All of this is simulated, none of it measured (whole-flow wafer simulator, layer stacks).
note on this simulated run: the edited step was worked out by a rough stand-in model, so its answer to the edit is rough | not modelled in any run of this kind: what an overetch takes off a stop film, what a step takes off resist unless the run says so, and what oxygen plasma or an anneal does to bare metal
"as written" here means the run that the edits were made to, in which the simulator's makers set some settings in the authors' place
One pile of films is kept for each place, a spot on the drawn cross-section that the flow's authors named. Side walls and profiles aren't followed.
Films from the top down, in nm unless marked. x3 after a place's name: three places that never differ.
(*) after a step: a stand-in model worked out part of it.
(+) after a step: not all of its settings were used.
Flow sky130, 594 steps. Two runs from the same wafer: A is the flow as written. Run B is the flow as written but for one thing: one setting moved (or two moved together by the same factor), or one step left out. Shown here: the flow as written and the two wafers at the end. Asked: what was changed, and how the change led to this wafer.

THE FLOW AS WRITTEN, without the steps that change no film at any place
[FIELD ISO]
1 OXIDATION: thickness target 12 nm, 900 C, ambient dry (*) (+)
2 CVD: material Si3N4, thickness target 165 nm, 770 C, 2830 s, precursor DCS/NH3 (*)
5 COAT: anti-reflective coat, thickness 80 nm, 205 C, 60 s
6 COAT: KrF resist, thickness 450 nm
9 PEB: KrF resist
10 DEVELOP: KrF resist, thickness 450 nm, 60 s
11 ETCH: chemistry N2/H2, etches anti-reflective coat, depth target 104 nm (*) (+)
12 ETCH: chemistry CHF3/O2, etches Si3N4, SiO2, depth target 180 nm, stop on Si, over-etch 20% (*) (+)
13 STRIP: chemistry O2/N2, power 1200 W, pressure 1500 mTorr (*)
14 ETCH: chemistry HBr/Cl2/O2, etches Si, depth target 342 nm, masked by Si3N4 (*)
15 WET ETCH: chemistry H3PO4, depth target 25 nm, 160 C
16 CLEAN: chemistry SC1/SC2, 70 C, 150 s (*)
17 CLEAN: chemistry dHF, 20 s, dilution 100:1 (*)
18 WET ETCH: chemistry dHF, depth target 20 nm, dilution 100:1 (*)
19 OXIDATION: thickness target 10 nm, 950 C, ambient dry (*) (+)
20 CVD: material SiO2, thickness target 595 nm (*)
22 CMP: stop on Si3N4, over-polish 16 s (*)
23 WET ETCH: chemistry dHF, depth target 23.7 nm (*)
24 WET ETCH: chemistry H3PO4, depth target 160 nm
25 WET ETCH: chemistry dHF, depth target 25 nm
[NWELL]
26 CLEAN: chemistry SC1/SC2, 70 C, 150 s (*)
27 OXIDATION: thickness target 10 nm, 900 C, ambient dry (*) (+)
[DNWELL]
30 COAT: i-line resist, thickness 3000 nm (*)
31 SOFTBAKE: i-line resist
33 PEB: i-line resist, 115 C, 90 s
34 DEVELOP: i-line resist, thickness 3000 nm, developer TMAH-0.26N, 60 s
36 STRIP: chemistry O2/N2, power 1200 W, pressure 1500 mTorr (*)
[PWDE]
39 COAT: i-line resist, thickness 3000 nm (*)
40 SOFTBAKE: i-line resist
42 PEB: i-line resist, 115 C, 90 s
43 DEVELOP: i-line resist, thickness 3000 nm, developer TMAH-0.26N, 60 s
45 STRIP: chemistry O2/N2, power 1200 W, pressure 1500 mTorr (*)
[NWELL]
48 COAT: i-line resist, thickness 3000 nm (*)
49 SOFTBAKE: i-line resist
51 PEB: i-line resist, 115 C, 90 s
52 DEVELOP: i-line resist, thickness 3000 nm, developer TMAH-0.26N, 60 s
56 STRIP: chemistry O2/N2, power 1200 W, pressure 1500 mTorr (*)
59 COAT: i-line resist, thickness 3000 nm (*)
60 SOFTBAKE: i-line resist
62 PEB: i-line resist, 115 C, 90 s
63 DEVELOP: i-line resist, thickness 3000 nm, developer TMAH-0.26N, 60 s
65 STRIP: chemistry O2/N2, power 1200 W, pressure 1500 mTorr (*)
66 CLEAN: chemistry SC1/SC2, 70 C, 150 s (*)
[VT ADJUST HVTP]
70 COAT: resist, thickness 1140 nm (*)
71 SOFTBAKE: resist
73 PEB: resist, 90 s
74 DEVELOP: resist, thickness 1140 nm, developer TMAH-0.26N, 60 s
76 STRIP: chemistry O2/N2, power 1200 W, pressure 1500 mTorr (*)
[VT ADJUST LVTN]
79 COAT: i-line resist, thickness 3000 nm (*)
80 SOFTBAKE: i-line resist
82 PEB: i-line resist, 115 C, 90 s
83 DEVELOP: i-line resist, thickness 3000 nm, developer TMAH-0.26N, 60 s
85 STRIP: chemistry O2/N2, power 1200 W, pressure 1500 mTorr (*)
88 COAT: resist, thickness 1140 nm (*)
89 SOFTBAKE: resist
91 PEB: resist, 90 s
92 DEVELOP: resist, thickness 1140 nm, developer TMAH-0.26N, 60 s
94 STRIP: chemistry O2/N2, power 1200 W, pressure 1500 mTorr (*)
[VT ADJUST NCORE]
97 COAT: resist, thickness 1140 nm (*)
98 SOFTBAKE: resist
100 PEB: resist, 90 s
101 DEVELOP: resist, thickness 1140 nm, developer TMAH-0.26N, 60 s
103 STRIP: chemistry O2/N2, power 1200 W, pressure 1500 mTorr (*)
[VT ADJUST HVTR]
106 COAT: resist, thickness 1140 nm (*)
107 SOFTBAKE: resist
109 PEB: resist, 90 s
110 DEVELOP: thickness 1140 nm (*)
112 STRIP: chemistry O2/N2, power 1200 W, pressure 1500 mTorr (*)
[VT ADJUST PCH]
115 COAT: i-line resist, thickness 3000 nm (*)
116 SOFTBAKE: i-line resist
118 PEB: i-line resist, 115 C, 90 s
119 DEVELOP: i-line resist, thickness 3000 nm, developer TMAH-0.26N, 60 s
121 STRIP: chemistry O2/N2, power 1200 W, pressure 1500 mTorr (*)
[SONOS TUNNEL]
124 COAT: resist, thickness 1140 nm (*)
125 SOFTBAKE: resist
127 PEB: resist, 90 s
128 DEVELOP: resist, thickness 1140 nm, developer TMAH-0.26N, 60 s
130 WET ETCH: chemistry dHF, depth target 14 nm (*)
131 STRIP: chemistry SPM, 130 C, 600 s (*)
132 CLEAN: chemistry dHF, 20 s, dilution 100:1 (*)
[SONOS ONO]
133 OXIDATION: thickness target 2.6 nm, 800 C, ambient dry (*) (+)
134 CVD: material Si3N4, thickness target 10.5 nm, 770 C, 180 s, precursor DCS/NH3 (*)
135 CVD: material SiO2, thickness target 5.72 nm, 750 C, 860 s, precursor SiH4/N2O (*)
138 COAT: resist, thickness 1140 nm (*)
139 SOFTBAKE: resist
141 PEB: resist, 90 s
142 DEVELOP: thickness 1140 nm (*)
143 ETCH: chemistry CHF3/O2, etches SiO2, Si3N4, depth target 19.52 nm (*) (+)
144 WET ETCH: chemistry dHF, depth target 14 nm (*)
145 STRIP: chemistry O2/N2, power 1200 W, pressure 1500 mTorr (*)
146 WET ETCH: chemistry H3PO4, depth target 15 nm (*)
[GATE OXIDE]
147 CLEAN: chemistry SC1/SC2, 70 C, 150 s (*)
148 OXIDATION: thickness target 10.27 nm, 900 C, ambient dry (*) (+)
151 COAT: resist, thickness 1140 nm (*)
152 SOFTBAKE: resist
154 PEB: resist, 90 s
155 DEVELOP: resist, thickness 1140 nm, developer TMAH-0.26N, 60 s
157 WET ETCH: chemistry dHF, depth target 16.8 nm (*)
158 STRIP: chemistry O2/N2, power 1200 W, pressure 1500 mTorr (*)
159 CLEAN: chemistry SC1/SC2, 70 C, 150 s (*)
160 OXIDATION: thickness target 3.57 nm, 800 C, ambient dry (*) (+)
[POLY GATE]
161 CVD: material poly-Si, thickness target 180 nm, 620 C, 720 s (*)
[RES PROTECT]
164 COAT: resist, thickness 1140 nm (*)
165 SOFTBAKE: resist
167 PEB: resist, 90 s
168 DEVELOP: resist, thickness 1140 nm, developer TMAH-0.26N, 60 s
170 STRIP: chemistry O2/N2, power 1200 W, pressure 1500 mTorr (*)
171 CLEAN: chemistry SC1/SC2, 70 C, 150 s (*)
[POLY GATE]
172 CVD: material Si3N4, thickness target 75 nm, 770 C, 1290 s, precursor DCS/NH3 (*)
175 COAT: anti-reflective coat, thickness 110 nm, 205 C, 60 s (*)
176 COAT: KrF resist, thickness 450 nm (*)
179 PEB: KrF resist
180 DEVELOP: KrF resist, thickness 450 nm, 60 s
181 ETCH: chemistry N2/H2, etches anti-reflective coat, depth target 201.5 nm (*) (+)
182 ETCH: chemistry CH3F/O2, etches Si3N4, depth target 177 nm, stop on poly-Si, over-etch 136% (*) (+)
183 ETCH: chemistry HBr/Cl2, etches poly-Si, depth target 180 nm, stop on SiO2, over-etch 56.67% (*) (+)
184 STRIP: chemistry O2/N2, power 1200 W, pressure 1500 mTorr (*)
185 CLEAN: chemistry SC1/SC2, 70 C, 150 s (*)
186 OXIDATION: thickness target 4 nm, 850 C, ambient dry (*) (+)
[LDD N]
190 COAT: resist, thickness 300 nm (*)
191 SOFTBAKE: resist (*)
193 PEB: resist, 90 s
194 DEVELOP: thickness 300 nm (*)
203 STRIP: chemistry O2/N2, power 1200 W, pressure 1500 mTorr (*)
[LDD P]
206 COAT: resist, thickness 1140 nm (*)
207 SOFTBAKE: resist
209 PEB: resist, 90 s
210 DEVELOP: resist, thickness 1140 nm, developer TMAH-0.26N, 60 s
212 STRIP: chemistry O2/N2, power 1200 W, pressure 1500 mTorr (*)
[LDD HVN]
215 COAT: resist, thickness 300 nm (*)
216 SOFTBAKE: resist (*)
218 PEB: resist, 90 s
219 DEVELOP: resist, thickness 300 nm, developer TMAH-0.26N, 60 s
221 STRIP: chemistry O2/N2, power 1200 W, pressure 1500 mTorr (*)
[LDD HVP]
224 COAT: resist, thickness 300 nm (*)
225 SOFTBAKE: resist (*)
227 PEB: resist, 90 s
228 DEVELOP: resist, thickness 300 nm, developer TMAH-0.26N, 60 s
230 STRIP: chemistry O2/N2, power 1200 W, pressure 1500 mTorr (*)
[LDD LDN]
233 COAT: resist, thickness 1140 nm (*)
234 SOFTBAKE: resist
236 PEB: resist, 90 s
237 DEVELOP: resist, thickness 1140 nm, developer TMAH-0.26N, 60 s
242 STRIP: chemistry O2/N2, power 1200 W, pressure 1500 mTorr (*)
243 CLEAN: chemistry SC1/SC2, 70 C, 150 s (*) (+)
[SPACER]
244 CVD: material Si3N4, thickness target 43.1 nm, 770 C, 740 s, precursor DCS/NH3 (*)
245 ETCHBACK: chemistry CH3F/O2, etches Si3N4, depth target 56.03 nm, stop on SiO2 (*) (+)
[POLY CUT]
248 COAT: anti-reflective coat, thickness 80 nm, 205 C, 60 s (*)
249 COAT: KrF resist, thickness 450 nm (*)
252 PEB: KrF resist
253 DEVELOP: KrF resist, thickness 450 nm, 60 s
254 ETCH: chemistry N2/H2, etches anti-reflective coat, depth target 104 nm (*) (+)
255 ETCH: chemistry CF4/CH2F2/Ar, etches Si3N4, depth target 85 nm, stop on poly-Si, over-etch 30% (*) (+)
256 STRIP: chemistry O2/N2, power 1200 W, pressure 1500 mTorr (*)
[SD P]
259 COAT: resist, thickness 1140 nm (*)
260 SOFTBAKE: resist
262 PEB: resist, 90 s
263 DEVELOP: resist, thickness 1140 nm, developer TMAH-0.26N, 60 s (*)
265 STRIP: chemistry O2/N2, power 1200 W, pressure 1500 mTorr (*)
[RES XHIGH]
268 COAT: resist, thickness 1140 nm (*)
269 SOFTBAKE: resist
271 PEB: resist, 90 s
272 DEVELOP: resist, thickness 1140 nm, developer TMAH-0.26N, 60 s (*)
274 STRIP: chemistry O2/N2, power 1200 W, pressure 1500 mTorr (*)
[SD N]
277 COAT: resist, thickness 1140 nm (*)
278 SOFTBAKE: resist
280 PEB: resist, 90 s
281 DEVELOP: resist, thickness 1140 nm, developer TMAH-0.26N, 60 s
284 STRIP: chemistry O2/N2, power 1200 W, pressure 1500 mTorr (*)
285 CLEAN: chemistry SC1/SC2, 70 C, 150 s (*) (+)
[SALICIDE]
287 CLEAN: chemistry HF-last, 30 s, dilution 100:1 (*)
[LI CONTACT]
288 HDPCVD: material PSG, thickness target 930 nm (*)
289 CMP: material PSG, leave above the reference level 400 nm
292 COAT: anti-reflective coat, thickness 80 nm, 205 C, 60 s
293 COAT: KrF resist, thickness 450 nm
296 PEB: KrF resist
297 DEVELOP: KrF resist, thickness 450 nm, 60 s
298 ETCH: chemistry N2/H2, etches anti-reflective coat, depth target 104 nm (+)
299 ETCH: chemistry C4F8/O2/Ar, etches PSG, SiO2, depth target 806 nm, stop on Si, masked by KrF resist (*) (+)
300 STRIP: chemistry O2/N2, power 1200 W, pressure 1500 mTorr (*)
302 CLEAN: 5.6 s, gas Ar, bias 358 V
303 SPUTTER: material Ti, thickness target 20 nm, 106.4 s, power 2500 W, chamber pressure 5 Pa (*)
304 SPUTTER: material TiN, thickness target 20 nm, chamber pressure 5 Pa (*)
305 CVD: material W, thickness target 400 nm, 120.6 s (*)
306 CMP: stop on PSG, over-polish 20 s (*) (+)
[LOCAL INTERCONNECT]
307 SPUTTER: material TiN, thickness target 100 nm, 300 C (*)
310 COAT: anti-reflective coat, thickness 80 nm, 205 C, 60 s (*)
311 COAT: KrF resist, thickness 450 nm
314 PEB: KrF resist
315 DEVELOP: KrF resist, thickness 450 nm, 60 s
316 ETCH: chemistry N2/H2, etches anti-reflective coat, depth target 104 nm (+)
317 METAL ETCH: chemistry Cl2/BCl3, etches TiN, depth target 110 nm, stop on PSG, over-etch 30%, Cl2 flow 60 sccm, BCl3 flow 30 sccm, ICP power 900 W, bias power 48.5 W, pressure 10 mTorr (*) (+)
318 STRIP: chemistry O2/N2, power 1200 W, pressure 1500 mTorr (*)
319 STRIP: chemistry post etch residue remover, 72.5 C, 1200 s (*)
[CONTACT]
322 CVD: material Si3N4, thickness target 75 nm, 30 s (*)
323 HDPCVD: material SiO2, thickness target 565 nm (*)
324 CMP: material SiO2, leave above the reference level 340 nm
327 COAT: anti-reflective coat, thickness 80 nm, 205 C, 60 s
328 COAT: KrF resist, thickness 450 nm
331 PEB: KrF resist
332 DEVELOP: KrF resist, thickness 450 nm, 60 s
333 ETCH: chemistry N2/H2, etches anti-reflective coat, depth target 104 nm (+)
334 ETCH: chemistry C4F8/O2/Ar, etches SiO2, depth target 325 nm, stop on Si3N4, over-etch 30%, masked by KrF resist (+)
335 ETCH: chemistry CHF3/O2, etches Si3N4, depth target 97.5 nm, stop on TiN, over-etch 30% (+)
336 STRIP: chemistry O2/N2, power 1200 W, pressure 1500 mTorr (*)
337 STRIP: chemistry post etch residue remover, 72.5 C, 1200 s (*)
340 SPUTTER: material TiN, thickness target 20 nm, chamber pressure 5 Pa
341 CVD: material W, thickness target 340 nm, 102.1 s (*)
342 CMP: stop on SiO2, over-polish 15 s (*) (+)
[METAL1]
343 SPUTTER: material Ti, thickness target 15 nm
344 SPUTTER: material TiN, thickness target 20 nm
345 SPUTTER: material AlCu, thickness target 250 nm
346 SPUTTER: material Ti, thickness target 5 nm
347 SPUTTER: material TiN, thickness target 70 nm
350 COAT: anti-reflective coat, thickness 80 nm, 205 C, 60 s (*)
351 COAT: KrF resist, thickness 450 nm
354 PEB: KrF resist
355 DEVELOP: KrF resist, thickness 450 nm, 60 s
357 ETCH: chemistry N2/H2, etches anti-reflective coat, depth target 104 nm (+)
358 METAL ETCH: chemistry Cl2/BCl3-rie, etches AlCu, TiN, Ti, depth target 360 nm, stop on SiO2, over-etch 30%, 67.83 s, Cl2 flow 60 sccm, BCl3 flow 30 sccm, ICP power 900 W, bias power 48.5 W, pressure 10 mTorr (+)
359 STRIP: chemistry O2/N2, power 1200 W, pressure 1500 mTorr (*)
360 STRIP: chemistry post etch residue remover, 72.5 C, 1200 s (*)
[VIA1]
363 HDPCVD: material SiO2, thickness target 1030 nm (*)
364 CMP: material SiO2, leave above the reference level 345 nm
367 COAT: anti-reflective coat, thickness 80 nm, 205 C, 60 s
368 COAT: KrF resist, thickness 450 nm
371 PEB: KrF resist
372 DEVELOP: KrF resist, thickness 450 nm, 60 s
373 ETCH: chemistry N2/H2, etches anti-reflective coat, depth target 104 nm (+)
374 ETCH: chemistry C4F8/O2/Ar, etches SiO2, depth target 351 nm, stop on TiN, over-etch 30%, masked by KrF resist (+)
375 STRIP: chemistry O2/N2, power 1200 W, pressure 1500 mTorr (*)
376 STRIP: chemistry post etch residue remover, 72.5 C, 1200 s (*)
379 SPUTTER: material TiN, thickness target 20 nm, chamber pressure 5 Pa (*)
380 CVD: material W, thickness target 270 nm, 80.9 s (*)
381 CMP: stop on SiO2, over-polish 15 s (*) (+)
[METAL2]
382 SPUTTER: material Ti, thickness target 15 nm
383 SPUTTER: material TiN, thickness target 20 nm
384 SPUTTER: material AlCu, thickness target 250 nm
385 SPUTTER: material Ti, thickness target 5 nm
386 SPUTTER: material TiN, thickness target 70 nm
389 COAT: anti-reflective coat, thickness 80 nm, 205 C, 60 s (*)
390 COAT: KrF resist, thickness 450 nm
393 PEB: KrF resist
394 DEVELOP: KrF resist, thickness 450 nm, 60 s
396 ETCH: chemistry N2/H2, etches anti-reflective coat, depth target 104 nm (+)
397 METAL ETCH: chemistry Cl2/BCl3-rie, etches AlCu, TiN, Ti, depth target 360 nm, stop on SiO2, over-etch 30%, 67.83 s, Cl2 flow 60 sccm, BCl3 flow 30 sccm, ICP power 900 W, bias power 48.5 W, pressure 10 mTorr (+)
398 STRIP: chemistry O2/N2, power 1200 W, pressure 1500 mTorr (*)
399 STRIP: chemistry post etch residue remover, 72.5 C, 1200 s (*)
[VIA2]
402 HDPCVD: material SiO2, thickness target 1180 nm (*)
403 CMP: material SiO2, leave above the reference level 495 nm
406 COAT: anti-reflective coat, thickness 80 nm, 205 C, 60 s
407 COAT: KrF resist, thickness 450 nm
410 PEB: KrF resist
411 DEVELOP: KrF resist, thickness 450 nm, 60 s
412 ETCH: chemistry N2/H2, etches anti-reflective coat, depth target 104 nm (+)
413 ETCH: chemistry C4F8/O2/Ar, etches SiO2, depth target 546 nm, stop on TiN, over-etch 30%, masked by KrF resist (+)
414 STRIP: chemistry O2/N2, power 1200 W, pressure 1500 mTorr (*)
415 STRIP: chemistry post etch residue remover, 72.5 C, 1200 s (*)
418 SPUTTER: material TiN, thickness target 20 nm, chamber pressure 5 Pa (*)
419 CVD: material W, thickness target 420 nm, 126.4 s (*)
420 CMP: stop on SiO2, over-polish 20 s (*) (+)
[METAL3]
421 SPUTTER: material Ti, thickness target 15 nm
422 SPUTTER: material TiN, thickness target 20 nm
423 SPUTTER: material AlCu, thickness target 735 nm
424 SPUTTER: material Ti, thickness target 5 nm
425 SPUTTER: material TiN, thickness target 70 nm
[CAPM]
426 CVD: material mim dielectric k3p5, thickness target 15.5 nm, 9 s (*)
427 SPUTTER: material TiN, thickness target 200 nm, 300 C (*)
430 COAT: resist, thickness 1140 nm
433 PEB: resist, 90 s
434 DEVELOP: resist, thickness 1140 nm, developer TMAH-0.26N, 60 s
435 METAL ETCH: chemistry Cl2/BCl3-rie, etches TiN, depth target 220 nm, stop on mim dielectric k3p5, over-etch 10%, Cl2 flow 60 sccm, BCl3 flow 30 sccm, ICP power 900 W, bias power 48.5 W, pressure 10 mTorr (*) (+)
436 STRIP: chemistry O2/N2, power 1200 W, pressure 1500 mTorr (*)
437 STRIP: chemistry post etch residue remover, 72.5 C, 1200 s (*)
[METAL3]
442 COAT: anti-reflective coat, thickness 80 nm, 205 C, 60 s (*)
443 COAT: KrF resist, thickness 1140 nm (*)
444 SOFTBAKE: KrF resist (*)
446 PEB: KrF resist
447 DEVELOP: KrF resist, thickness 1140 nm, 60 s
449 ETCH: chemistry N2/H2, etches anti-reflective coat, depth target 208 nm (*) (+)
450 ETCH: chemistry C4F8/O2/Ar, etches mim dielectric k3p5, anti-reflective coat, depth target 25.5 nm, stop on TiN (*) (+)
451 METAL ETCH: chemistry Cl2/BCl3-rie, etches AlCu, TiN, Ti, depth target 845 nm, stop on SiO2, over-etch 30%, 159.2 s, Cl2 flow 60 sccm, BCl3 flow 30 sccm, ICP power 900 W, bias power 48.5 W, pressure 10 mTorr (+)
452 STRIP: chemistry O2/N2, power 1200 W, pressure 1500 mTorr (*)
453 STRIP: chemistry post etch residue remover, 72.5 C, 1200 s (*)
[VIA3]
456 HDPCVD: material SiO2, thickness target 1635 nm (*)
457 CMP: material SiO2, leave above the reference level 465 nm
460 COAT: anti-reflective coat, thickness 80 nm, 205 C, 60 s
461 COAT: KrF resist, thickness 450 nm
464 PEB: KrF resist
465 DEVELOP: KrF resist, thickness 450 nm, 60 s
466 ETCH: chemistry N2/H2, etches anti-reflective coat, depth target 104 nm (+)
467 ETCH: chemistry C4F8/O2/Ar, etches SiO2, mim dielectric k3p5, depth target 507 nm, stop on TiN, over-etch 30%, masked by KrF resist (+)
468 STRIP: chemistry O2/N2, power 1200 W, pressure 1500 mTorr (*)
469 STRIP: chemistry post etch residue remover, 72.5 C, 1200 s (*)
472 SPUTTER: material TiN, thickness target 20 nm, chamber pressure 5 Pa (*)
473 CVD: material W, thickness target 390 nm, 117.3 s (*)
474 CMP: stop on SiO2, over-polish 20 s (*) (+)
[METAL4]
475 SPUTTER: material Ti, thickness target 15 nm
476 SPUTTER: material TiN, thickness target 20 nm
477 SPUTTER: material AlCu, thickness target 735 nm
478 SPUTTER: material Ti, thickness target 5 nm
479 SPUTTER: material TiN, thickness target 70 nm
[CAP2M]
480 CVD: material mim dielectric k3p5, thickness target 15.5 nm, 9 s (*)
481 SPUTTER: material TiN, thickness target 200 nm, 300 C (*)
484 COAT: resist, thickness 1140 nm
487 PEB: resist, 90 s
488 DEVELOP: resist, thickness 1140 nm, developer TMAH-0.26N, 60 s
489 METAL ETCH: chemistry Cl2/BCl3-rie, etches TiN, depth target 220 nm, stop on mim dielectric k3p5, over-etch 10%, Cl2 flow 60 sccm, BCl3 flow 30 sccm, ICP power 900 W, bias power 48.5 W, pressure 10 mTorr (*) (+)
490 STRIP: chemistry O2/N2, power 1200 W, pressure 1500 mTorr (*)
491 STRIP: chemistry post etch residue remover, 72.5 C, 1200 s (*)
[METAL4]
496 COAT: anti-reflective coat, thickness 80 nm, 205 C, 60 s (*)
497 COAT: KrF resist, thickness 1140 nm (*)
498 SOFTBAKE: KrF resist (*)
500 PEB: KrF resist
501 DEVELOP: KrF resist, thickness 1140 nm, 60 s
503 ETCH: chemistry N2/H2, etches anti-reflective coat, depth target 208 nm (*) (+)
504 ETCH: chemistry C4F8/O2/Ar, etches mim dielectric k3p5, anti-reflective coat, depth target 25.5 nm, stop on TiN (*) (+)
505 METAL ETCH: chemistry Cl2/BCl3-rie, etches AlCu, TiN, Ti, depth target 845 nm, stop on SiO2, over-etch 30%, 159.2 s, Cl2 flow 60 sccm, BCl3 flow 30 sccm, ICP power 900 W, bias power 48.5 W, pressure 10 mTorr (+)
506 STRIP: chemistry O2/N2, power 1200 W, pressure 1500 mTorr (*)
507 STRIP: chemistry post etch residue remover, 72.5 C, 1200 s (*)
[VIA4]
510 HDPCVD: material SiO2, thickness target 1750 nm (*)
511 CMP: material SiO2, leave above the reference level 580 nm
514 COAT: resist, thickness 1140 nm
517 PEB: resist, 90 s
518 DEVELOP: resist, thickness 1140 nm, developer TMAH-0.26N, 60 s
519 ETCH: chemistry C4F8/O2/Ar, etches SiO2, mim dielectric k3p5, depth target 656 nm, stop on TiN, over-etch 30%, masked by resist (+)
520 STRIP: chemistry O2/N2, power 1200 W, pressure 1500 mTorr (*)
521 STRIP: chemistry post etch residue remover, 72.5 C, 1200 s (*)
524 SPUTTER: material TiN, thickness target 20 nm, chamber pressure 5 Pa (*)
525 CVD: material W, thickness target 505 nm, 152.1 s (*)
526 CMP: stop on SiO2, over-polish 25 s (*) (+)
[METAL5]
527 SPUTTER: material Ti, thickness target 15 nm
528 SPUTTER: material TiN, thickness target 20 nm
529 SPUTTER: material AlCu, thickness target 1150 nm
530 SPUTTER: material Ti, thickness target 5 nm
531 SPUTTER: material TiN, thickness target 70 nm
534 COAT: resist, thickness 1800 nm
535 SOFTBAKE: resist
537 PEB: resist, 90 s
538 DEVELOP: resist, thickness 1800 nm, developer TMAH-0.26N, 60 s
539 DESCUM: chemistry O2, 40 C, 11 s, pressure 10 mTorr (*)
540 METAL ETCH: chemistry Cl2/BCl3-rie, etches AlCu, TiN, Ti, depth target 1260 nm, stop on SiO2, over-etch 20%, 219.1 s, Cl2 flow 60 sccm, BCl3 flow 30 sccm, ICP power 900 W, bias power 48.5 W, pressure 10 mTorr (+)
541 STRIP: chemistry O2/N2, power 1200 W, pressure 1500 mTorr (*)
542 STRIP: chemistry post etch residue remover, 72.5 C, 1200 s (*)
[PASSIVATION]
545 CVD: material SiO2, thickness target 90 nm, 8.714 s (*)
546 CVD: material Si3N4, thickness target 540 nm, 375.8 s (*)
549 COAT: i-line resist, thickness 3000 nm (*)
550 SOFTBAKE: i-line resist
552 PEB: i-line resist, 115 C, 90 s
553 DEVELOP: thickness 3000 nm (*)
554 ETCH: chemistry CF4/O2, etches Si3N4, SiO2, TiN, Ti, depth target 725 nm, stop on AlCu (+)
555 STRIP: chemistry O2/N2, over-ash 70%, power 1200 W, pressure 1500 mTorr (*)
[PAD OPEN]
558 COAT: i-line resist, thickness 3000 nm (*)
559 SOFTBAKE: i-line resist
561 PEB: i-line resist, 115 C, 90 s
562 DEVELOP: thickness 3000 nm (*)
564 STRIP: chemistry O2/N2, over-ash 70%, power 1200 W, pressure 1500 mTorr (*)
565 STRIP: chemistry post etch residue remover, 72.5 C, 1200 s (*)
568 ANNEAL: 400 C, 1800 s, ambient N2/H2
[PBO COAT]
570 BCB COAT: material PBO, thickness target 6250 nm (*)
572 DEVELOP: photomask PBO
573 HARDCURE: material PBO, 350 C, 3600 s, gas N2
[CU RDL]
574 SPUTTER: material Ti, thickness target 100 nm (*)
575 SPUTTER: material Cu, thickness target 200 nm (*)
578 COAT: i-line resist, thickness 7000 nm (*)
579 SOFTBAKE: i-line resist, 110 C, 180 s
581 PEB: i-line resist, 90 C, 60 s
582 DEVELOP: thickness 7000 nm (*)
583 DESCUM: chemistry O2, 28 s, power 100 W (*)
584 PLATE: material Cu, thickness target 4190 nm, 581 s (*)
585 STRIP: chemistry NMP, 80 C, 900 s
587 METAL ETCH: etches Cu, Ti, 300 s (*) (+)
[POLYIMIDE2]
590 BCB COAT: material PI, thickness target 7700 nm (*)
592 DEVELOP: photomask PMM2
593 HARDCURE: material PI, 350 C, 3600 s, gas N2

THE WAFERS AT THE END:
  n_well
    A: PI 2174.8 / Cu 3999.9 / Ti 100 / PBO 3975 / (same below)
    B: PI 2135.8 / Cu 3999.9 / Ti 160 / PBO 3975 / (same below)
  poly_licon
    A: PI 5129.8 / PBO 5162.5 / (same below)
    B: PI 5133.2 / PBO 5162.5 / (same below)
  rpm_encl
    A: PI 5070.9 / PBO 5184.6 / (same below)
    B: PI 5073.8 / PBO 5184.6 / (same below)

The cause: step 574, SPUTTER: thickness target 160 nm was run, where the flow has thickness target 100 nm.
It can be read off the wafer: n_well has Ti 160, and step 574 as written asks for 100 nm.

How the change led to this, step by step:
  574 SPUTTER: material Ti, thickness target 100 nm (*)
      field, active, n_well and 190 more: A Ti +100 (new film) | B Ti +160 (new film)
  587 METAL ETCH: etches Cu, Ti, 300 s (*) (+)
      field, active, gate and 167 more: A Cu -200 (all of it), Ti -100 (all of it) | B Cu -200 (all of it), Ti -160 (all of it)
  590 BCB COAT: material PI, thickness target 7700 nm (*)
      de16_gate_nw: A PI +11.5 um (new film) | B PI +11.56 um (new film)
